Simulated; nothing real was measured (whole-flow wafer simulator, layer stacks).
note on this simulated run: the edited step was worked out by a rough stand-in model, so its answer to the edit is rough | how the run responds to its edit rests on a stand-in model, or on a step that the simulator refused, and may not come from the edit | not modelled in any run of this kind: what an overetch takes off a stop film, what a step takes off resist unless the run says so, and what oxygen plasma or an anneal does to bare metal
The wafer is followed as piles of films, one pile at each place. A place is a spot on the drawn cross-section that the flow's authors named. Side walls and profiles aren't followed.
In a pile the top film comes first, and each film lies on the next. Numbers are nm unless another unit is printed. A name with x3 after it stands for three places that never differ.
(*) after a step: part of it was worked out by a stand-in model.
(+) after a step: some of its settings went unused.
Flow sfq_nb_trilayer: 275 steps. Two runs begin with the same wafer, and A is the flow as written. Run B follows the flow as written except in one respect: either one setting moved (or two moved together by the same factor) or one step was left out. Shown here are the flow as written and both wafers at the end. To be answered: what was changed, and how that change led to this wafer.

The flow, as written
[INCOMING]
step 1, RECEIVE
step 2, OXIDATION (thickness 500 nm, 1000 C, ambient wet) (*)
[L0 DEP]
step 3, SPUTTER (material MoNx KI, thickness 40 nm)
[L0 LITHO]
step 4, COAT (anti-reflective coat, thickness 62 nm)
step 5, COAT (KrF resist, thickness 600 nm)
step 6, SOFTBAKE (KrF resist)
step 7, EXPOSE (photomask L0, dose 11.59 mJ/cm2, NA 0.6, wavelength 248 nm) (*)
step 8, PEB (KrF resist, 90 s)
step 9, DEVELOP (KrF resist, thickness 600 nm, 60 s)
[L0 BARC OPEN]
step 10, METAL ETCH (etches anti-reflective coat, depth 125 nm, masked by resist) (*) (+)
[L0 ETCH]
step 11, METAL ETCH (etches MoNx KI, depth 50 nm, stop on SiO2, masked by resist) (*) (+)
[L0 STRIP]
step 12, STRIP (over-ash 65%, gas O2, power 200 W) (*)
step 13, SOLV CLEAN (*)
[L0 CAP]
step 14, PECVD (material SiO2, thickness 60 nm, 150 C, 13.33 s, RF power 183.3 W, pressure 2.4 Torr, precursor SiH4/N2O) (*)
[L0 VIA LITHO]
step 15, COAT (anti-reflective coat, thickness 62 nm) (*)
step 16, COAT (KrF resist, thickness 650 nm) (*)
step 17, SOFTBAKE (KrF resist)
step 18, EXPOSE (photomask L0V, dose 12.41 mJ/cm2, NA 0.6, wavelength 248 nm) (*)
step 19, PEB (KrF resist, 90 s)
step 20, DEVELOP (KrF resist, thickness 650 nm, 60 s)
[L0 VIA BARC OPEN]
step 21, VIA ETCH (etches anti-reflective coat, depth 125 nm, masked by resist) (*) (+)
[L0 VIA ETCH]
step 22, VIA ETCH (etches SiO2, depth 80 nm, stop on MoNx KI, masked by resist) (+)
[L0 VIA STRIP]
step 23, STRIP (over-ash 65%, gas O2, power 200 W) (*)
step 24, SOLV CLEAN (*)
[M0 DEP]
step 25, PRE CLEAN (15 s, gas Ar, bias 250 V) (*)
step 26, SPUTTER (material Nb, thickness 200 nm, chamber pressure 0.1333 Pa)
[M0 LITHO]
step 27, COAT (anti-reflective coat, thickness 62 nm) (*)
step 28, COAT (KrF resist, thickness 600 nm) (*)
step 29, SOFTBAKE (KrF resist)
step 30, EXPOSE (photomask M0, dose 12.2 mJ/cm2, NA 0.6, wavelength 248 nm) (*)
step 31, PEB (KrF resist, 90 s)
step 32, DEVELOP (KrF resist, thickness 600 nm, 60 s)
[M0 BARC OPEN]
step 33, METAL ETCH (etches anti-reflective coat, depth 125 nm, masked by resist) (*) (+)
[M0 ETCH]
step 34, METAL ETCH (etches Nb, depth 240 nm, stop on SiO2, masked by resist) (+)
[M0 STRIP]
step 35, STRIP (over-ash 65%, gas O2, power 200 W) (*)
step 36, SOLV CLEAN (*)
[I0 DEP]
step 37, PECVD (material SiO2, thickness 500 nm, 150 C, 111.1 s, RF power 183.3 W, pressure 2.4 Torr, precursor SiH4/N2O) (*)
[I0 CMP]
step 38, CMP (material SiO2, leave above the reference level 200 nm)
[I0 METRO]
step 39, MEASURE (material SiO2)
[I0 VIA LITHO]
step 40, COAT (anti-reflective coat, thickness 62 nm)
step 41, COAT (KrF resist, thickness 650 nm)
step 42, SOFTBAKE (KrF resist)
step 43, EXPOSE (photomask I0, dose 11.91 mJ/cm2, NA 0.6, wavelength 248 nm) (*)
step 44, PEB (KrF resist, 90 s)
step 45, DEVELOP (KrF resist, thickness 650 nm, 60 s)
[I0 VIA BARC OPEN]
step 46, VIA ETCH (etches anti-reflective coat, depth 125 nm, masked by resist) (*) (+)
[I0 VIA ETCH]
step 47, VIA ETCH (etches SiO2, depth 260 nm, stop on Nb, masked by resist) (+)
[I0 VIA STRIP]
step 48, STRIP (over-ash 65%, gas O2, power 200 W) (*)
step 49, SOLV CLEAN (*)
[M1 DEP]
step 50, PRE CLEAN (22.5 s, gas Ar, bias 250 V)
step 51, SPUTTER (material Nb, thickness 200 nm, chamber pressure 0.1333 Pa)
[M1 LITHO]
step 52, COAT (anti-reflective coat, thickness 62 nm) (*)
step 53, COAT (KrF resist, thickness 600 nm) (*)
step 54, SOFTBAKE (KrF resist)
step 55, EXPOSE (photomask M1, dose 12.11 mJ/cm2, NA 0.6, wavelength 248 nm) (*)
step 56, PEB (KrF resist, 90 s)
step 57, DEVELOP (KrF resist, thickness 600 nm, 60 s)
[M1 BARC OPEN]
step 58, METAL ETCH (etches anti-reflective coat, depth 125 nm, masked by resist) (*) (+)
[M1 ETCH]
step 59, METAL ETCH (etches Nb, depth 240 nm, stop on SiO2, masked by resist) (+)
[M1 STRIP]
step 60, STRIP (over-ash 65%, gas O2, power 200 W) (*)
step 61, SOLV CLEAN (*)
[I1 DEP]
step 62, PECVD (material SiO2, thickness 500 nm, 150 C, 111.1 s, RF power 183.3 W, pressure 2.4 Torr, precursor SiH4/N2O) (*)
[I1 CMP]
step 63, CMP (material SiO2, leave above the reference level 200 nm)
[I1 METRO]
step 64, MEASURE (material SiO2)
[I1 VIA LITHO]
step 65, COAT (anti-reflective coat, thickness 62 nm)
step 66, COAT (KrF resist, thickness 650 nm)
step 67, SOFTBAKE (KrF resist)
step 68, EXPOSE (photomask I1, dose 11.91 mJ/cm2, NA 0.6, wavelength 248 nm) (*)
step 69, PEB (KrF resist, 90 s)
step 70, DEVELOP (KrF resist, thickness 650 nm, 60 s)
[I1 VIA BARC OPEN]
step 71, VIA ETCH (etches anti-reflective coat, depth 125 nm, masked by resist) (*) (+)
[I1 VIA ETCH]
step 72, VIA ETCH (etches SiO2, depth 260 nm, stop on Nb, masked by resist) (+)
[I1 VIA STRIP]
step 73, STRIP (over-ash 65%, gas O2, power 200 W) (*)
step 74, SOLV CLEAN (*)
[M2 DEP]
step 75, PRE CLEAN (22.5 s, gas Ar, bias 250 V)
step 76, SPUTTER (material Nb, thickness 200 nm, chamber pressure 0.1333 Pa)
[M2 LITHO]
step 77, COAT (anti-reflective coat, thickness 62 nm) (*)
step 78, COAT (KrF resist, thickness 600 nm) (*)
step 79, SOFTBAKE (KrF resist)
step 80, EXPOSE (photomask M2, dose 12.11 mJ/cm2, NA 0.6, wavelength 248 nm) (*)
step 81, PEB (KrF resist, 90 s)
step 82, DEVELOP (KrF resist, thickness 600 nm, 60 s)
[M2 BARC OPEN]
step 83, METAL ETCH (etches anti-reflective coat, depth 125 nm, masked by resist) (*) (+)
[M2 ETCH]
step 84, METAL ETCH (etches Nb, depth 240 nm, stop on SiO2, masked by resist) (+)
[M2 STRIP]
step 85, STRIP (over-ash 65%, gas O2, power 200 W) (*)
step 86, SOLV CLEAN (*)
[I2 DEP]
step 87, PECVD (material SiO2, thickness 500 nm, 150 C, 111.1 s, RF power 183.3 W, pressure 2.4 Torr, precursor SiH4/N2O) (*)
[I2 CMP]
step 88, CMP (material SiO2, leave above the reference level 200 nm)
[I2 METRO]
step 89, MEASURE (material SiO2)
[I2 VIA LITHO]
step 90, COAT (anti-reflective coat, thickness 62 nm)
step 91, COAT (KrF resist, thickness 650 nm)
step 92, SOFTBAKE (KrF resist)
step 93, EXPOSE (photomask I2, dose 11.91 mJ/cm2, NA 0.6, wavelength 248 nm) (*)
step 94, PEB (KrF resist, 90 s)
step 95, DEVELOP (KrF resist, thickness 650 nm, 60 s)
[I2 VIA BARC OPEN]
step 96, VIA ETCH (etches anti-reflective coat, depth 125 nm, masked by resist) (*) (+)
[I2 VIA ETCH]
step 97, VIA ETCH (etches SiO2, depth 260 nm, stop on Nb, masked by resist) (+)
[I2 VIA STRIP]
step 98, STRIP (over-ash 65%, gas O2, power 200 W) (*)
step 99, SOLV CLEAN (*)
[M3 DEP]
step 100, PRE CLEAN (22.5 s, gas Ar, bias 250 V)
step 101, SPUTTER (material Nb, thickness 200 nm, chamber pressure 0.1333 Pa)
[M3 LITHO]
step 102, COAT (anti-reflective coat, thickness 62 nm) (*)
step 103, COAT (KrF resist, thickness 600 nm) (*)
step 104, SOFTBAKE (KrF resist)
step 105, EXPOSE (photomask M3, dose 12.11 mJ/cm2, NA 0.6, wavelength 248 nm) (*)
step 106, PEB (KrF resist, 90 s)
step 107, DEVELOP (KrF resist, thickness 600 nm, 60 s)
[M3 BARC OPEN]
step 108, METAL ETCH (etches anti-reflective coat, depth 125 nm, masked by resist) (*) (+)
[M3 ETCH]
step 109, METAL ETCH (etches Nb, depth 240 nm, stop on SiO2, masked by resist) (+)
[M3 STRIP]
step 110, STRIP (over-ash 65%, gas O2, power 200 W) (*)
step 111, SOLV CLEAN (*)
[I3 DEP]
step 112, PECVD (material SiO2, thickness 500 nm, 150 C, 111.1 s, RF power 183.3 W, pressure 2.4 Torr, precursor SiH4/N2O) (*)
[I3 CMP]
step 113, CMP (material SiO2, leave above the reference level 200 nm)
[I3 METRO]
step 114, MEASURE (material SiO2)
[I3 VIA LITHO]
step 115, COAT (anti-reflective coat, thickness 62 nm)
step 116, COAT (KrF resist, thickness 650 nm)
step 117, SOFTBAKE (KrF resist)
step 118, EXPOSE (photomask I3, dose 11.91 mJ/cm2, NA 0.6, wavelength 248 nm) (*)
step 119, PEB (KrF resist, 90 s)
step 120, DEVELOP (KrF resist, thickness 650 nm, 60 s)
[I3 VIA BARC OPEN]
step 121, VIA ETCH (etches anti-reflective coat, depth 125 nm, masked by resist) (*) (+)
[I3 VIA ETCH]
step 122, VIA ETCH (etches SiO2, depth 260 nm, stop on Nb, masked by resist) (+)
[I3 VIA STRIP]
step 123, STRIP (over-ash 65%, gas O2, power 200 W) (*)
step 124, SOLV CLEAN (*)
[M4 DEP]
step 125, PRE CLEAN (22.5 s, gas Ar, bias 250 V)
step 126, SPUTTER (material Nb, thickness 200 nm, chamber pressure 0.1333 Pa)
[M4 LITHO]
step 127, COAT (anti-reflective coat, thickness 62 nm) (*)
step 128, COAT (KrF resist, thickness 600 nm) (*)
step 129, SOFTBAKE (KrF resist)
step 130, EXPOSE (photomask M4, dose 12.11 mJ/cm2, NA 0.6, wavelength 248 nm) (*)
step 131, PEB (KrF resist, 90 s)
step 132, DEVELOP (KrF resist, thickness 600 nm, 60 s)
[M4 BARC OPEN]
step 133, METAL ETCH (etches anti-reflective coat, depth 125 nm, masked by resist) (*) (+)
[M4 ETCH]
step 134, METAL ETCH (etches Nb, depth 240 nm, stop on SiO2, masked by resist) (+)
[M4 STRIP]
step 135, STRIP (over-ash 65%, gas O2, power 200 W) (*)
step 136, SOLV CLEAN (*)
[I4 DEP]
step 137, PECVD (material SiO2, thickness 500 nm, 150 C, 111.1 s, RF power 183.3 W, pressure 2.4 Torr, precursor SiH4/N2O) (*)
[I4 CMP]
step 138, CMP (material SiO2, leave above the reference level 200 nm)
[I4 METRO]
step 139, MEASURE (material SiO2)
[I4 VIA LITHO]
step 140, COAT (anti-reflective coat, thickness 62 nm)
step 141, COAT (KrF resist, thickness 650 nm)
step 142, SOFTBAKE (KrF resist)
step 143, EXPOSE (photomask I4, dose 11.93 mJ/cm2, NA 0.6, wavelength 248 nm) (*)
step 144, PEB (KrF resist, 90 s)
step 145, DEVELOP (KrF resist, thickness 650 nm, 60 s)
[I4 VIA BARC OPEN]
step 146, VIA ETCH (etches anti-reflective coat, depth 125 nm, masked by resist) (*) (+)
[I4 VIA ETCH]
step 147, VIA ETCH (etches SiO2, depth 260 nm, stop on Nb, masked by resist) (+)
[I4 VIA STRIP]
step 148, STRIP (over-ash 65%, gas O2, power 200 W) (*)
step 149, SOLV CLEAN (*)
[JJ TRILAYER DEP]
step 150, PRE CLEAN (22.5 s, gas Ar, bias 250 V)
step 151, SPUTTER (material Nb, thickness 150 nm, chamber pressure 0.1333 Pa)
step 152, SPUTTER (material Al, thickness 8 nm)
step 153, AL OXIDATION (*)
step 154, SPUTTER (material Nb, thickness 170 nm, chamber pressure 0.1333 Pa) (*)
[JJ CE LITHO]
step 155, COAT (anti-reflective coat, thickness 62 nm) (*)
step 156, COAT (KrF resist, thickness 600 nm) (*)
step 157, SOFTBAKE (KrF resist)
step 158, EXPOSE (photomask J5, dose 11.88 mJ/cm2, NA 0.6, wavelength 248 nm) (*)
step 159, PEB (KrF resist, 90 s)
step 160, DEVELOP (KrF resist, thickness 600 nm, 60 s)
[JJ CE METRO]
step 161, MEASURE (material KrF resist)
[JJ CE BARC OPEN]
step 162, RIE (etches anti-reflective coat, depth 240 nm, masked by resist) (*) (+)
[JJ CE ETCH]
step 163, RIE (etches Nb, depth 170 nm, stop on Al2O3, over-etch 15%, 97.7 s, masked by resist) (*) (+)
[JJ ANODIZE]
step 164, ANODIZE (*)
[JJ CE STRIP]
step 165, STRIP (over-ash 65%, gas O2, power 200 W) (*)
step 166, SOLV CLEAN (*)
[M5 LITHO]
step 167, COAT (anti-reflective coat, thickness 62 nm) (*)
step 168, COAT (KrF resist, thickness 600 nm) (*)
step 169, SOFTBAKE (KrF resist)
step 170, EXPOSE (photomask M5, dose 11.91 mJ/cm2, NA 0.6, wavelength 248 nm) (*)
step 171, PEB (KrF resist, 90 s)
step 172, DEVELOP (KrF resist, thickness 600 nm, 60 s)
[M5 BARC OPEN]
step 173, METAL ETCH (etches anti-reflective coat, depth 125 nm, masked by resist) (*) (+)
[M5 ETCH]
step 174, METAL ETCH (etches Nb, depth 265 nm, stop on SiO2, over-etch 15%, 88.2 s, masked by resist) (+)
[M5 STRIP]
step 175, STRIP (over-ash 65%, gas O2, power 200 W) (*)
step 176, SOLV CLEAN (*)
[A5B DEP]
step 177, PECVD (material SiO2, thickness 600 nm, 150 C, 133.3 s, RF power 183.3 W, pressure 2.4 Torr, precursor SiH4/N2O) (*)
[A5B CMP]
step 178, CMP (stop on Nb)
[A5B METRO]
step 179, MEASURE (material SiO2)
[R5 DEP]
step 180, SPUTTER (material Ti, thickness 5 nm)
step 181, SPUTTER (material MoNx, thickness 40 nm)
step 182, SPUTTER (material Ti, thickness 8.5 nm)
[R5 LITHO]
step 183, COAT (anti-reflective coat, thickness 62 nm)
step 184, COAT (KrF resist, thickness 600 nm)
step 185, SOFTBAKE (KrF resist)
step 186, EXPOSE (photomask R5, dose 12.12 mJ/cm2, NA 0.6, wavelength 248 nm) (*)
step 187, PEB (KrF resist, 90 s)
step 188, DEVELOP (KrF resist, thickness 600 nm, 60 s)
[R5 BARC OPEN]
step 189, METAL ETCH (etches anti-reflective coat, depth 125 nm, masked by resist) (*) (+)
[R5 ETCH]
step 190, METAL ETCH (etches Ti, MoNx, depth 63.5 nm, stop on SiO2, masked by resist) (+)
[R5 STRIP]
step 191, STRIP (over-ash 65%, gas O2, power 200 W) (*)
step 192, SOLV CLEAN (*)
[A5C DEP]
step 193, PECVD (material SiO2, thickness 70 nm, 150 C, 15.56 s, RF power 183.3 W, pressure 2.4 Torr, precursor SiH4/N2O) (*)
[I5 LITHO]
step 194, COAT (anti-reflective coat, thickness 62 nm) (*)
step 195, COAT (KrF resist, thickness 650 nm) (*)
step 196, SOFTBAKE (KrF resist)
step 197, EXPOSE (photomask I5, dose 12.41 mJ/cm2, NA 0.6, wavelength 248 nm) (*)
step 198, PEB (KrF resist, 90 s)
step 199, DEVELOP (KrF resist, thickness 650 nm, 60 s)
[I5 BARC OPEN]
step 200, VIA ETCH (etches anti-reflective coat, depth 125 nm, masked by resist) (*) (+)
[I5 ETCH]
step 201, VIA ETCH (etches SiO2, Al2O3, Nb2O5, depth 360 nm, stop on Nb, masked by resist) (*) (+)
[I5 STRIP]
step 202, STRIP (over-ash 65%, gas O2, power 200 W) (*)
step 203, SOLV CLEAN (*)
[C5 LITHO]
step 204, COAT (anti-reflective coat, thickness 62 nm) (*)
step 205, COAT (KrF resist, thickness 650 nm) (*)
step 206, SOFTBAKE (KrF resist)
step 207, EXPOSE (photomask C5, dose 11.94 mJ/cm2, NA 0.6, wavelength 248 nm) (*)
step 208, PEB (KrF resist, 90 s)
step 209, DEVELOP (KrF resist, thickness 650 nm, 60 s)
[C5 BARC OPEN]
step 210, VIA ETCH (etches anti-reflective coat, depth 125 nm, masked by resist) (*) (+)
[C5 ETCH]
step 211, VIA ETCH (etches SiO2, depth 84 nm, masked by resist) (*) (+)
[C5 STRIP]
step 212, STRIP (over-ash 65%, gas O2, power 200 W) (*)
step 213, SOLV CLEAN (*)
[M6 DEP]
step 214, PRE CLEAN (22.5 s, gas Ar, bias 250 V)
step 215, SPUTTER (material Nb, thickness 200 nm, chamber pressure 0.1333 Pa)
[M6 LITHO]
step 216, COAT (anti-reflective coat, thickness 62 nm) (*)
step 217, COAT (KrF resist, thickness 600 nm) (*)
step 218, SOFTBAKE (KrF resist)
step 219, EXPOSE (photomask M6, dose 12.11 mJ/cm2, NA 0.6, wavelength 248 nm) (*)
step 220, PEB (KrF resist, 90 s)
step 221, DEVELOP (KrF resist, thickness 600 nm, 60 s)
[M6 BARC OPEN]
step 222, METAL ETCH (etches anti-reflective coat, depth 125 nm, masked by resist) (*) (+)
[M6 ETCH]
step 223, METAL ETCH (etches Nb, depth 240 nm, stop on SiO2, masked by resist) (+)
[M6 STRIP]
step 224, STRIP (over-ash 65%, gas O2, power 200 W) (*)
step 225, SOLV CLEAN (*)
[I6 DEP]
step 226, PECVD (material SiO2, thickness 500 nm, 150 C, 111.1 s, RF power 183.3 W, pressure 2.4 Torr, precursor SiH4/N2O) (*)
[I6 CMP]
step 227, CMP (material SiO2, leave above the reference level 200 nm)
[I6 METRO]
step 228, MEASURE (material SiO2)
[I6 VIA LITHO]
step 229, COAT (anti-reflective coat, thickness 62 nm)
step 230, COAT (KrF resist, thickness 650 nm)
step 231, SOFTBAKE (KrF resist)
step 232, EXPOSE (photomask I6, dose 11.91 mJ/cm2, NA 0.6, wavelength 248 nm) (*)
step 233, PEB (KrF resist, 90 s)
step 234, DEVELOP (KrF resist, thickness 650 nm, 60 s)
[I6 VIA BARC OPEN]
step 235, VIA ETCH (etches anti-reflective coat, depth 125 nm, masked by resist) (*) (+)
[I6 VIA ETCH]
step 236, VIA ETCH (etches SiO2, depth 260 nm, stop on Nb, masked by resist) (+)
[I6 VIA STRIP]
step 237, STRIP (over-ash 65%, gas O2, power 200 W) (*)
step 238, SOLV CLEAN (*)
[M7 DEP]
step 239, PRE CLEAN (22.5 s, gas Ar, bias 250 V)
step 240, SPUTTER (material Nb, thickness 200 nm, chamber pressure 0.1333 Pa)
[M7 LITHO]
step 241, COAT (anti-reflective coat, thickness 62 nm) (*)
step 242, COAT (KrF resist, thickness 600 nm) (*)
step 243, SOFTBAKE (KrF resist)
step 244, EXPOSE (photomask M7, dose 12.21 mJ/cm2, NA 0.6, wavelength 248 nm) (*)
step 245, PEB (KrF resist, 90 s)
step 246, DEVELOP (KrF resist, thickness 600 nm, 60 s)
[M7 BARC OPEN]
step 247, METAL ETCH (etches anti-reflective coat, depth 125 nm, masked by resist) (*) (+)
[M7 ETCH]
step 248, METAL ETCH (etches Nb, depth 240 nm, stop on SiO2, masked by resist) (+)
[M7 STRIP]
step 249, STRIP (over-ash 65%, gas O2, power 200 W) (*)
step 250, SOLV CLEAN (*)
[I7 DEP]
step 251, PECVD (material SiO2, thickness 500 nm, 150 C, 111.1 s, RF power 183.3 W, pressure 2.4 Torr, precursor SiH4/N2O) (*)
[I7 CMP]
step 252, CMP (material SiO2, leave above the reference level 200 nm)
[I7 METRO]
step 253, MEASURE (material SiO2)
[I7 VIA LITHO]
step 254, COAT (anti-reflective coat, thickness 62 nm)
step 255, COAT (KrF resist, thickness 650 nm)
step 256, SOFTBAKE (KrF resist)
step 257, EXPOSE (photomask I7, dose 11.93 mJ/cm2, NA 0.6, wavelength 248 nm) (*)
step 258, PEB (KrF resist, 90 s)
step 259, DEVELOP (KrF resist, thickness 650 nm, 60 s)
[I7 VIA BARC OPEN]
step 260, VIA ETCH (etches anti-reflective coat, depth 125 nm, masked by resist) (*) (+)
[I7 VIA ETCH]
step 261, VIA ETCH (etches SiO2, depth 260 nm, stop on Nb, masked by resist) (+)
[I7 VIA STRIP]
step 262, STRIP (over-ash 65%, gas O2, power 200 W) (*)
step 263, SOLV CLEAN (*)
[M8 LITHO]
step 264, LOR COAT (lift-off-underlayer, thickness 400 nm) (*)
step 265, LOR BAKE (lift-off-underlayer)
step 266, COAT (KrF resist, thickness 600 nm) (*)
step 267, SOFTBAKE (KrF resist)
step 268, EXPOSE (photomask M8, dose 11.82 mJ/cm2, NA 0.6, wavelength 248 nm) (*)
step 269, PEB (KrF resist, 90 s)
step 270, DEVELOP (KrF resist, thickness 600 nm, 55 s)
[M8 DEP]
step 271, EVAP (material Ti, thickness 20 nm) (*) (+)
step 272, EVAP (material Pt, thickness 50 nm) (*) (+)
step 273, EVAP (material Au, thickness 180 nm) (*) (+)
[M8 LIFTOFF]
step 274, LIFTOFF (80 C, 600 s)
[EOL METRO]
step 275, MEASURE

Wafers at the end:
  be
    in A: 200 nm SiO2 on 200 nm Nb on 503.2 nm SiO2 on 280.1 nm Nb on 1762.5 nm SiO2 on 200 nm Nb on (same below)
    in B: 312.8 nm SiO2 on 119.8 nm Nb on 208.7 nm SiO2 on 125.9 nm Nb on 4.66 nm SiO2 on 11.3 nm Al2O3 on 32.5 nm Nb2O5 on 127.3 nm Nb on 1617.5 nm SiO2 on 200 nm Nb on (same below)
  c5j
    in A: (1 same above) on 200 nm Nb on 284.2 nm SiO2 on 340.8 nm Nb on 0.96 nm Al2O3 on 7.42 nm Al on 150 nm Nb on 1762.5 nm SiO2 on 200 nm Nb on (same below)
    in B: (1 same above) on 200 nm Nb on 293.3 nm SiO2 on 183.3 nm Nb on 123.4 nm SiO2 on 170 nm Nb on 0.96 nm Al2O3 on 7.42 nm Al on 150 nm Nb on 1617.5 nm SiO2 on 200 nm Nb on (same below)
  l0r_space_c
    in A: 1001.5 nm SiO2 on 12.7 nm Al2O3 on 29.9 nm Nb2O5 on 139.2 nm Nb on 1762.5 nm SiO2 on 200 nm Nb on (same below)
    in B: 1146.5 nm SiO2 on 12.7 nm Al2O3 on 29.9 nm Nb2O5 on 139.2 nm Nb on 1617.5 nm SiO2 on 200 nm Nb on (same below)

Cause: step 137, PECVD: thickness 255 nm was run, while the flow as written has thickness 500 nm; step 137, PECVD: 56.67 s was run, where the flow has 111.1 s.

The path from the change to this, step by step:
  step 137, PECVD (material SiO2, thickness 500 nm, 150 C, 111.1 s, RF power 183.3 W, pressure 2.4 Torr, precursor SiH4/N2O) (*)
      field_l, be, be_sur and 55 more: A +500 SiO2 | B +255 SiO2
      v_sur, via_wl, via_w and 35 more: A +500 SiO2 (new film) | B +255 SiO2 (new film)
      (also at 10 further places)
  step 138, CMP (material SiO2, leave above the reference level 200 nm)
      field_l, be, be_sur and 55 more: A -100 SiO2 | B nothing
      p3_s0, p3_s1, p3_s2, p3_s3, p3_s4, p3_s5: A -157.1 SiO2 | B nothing
      (also at 42 further places)
  step 140, COAT (anti-reflective coat, thickness 62 nm)
      gap, jj_sur, ce_r and 6 more: A +62 anti-reflective coat (new film) | B +64.2 anti-reflective coat (new film)
      m0r_space_l, m0r_space_r, m6r_space_l, m6r_space_r, m7r_space_l, m7r_space_r: A +62 anti-reflective coat (new film) | B +79.6 anti-reflective coat (new film)
      (also at 73 further places)
  step 141, COAT (KrF resist, thickness 650 nm)
      m0r_space_l, m0r_space_r, m5r_space_l, m6r_space_l, m6r_space_r, m7r_space_l, m7r_space_r: A +650 KrF resist (new film) | B +668.4 KrF resist (new film)
      m0r_line_l, m0r_line_r, m6r_line_l, m6r_line_r, m7r_line_l, m7r_line_r: A +650 KrF resist (new film) | B +678.6 KrF resist (new film)
      (also at 71 further places)
  step 145, DEVELOP (KrF resist, thickness 650 nm, 60 s)
      via_wl: A -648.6 KrF resist (all of it) | B -591.5 KrF resist (all of it)
      via_w: A -648.6 KrF resist (all of it) | B -598.3 KrF resist (all of it)
      (also at 1 further place)
  step 146, VIA ETCH (etches anti-reflective coat, depth 125 nm, masked by resist) (*) (+)
      field_l, v_sur, via_sp and 100 more: A -51.7 KrF resist | B -42.4 KrF resist
      via_wl: A -62 anti-reflective coat (all of it), -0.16 SiO2 | B -50.6 anti-reflective coat (all of it), -0.13 SiO2
      (also at 2 further places)
  step 148, STRIP (over-ash 65%, gas O2, power 200 W) (*)
      m0r_line_l, m0r_line_r, m6r_line_l, m6r_line_r, m7r_line_l, m7r_line_r: A -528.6 KrF resist (all of it), -62 anti-reflective coat (all of it) | B -566.5 KrF resist (all of it), -62.6 anti-reflective coat (all of it)
      m0r_space_l, m0r_space_r, m6r_space_l, m6r_space_r, m7r_space_l, m7r_space_r: A -528.6 KrF resist (all of it), -62 anti-reflective coat (all of it) | B -556.3 KrF resist (all of it), -79.6 anti-reflective coat (all of it)
      (also at 83 further places)
  step 151, SPUTTER (material Nb, thickness 150 nm, chamber pressure 0.1333 Pa)
      lsp_r, l0_sur, l0v: A +150 Nb (new film) | B +144.6 Nb (new film)
      be, lsp_l: A +150 Nb (new film) | B +139 Nb (new film)
      (also at 1 further place)
  step 152, SPUTTER (material Al, thickness 8 nm)
      be, lsp_l: A +8 Al (new film) | B +7.41 Al (new film)
      via_v: A +8 Al (new film) | B +6.16 Al (new film)
  step 154, SPUTTER (material Nb, thickness 170 nm, chamber pressure 0.1333 Pa) (*)
      lsp_r, l0_sur, l0v: A +170 Nb (new film) | B +163.8 Nb (new film)
      be, lsp_l: A +170 Nb (new film) | B +156.5 Nb (new film)
      (also at 1 further place)
  step 155, COAT (anti-reflective coat, thickness 62 nm) (*)
      wl_f_sr, wl_g_sl, wl_g_m5, l0r_line_l, m5r_space_l, m5r_space_r: A +62 anti-reflective coat (new film) | B +70.1 anti-reflective coat (new film)
      m0r_space_l, m0r_space_r, m6r_space_l, m6r_space_r, m7r_space_l, m7r_space_r: A +62 anti-reflective coat (new film) | B +78.3 anti-reflective coat (new film)
      (also at 78 further places)
  step 156, COAT (KrF resist, thickness 600 nm) (*)
      m0r_line_l, m0r_line_r, m6r_line_l, m6r_line_r, m7r_line_l, m7r_line_r: A +600 KrF resist (new film) | B +626.9 KrF resist (new film)
      m0r_space_l, m0r_space_r, m6r_space_l, m6r_space_r, m7r_space_l, m7r_space_r: A +600 KrF resist (new film) | B +618.7 KrF resist (new film)
      (also at 71 further places)
  step 160, DEVELOP (KrF resist, thickness 600 nm, 60 s)
      m0r_line_l, m0r_line_r, m6r_line_l, m6r_line_r, m7r_line_l, m7r_line_r: A -598.7 KrF resist (all of it) | B -625.6 KrF resist (all of it)
      m0r_space_l, m0r_space_r, m6r_space_l, m6r_space_r, m7r_space_l, m7r_space_r: A -598.7 KrF resist (all of it) | B -617.4 KrF resist (all of it)
      (also at 70 further places)
  step 162, RIE (etches anti-reflective coat, depth 240 nm, masked by resist) (*) (+)
      wl_f_sr, wl_g_sl, wl_g_m5, l0r_line_l, m5r_space_l, m5r_space_r: A -62 anti-reflective coat (all of it) | B -70.1 anti-reflective coat (all of it)
      m0r_space_l, m0r_space_r, m6r_space_l, m6r_space_r, m7r_space_l, m7r_space_r: A -62 anti-reflective coat (all of it) | B -78.3 anti-reflective coat (all of it)
      (also at 78 further places)
  step 163, RIE (etches Nb, depth 170 nm, stop on Al2O3, over-etch 15%, 97.7 s, masked by resist) (*) (+)
      be, lsp_l: A -170 Nb (all of it), -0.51 Al2O3 | B -156.5 Nb (all of it), -0.96 Al2O3 (all of it)
      via_v: A -170 Nb (all of it), -0.51 Al2O3 | B -127.2 Nb (all of it), -0.96 Al2O3 (all of it)
      (also at 3 further places)
  step 164, ANODIZE (*)
      be, lsp_l: A +12.2 Al2O3, +29.9 Nb2O5 (new film), -7.42 Al (all of it), -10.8 Nb | B +11.3 Al2O3 (new film), +32.5 Nb2O5 (new film), -6.83 Al (all of it), -11.7 Nb
      via_v: A +12.2 Al2O3, +29.9 Nb2O5 (new film), -7.42 Al (all of it), -10.8 Nb | B +9.21 Al2O3 (new film), +36.2 Nb2O5 (new film), -5.58 Al (all of it), -13 Nb
      (also at 3 further places)
  ... 46 further steps ...
  step 274, LIFTOFF (80 C, 600 s)
      be: A -180 Au (all of it), -50 Pt (all of it), -20 Ti (all of it), -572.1 KrF resist (all of it), -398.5 lift-off-underlayer (all of it) | B -180 Au (all of it), -50 Pt (all of it), -20 Ti (all of it), -613.8 KrF resist (all of it), -720.8 lift-off-underlayer (all of it)
      be_sur: A -180 Au (all of it), -50 Pt (all of it), -20 Ti (all of it), -572.6 KrF resist (all of it), -398.9 lift-off-underlayer (all of it) | B -180 Au (all of it), -50 Pt (all of it), -20 Ti (all of it), -587.3 KrF resist (all of it), -366.3 lift-off-underlayer (all of it)
      (also at 1 further place)
If metal films that touch count as one body, be has 4 bodies (between them, from the top down: SiO2 208.7; SiO2 4.66 / Al2O3 11.3 / Nb2O5 32.5; SiO2 1617.5); the flow as written gives 3 bodies (between them, from the top down: SiO2 503.2; SiO2 1762.5).
If metal films that touch count as one body, c5j has 5 bodies (between them, from the top down: SiO2 293.3; SiO2 123.4; Al2O3 0.96; SiO2 1617.5); the flow as written gives 4 bodies (between them, from the top down: SiO2 284.2; Al2O3 0.96; SiO2 1762.5).
